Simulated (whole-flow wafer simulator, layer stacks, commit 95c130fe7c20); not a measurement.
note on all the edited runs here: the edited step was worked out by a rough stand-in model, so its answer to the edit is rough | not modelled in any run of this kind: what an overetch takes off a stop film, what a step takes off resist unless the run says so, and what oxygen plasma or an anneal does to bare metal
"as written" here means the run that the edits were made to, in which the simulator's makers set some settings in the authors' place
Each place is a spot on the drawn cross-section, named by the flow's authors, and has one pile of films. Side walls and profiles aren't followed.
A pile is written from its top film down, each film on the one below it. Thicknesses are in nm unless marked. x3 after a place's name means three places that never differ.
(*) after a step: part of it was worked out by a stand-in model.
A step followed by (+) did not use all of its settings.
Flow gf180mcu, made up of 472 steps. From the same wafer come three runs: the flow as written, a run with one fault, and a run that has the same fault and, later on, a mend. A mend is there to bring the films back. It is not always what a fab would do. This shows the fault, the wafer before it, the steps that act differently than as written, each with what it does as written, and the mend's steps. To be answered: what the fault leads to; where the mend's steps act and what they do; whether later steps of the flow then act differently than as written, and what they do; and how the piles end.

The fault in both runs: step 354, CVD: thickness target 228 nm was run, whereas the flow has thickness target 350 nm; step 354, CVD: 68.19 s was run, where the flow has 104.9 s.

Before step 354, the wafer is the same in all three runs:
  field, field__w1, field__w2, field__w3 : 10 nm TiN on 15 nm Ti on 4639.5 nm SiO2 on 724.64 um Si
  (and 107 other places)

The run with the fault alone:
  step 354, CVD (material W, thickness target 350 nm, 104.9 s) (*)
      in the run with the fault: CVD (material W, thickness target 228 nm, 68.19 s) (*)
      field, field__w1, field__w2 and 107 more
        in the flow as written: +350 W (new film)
        in the run with the fault: +228.5 W (new film)
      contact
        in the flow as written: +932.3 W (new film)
        in the run with the fault: +810.8 W (new film)
  Steps later in the flow that act otherwise than as written:
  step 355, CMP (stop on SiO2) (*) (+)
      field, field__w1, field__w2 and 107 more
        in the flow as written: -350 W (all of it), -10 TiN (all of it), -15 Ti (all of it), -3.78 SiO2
        in the run with the fault: -228.5 W (all of it), -10 TiN (all of it), -15 Ti (all of it), -2.56 SiO2
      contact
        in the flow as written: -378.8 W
        in the run with the fault: -256.1 W
  The piles end only slightly different from the flow's at the places that both follow, by no more than 2% or 0.5 nm, whichever is larger.

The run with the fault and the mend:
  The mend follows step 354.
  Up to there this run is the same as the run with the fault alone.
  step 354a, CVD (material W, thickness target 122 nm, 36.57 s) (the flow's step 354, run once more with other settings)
      field, field__w1, field__w2 and 108 more
        +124 W
  Every later step of the flow that is run acts as written, at every place that is followed, to within 2% or 0.5 nm, whichever is larger.
  The piles end only slightly different from the flow's at the places that both follow, by no more than 2% or 0.5 nm, whichever is larger.
